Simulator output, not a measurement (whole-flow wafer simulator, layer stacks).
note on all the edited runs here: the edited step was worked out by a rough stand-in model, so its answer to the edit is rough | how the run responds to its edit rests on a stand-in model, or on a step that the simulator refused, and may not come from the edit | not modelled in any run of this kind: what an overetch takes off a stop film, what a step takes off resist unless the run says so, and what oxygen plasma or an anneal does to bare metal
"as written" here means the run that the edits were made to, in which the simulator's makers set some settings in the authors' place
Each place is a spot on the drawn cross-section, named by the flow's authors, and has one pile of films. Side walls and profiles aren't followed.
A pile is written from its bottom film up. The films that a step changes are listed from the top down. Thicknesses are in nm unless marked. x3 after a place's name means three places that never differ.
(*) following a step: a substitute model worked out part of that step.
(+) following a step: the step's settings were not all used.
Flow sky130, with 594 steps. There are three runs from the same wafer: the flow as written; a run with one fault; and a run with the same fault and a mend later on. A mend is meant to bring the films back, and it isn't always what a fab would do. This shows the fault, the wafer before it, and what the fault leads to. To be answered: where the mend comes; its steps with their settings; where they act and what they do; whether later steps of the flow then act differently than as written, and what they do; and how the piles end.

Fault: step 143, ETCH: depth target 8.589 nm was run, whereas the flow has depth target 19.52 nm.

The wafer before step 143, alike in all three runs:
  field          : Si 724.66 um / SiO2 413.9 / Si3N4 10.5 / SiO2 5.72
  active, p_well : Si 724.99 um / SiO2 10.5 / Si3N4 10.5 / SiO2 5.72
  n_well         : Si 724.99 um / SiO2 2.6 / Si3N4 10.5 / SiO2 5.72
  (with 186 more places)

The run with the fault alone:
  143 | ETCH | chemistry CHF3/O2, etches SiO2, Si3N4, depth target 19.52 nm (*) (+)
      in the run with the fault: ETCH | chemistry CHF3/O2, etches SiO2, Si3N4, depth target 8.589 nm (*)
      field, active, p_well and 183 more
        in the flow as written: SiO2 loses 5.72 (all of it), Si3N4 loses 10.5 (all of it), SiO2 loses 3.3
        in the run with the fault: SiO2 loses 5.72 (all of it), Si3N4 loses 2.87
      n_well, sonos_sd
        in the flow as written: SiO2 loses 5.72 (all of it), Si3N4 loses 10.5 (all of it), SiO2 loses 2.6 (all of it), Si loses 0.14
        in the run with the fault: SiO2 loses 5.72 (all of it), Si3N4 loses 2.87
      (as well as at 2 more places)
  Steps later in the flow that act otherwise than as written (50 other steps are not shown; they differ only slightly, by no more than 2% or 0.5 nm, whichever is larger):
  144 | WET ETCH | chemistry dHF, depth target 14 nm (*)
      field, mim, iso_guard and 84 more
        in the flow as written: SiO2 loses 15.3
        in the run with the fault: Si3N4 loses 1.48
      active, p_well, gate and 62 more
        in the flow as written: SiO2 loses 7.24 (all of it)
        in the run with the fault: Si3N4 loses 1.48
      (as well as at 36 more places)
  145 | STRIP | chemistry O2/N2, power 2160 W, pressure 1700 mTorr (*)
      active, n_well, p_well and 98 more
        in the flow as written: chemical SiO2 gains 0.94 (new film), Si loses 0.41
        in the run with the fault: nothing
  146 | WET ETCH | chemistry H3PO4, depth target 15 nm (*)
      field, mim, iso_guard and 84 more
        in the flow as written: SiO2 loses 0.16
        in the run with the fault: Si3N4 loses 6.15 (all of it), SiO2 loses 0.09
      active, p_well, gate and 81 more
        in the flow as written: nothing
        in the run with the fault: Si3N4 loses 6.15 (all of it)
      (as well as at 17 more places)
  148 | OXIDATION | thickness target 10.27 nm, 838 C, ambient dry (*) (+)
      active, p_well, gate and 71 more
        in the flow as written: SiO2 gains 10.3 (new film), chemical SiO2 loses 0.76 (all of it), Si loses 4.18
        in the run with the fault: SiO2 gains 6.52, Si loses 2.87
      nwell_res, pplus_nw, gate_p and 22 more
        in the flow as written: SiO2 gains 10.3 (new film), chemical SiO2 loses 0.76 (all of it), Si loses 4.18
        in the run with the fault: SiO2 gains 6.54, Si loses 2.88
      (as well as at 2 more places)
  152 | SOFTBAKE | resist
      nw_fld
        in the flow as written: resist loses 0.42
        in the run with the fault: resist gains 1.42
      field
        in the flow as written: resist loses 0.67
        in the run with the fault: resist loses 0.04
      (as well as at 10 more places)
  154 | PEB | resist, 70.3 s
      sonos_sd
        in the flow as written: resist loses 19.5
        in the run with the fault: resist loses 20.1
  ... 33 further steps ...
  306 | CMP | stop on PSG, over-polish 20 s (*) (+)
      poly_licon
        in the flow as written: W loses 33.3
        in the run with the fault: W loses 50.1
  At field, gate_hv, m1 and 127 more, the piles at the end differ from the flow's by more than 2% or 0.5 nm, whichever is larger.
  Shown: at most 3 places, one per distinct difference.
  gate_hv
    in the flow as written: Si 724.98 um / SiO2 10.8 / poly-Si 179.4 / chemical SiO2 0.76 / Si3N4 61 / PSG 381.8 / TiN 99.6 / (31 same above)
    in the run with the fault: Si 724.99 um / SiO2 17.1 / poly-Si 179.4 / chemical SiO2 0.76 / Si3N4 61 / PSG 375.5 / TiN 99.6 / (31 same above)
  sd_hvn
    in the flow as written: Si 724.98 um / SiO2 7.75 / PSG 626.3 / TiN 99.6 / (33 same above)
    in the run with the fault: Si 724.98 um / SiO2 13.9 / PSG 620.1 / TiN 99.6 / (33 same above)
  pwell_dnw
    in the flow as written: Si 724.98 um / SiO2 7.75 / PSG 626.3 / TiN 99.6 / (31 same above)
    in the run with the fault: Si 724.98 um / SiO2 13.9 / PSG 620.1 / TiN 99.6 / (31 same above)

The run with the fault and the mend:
  The mend follows step 143.
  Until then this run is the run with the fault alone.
  143a | ETCH | chemistry CHF3/O2, etches SiO2, Si3N4, depth target 10.93 nm (*) (+) (a further turn of the flow's step 143, with different settings)
      field, active, p_well and 183 more
        Si3N4 loses 7.63 (all of it), SiO2 loses 3.3
      n_well, sonos_sd
        Si3N4 loses 7.63 (all of it), SiO2 loses 2.6 (all of it), Si loses 0.14
      sonos_cell, sonos_cell_x
        resist loses 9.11
  Every later step of the flow that is run acts as written, at every place that is followed, to within 2% or 0.5 nm, whichever is larger.
  The piles end the same as the flow's at every place that both follow.
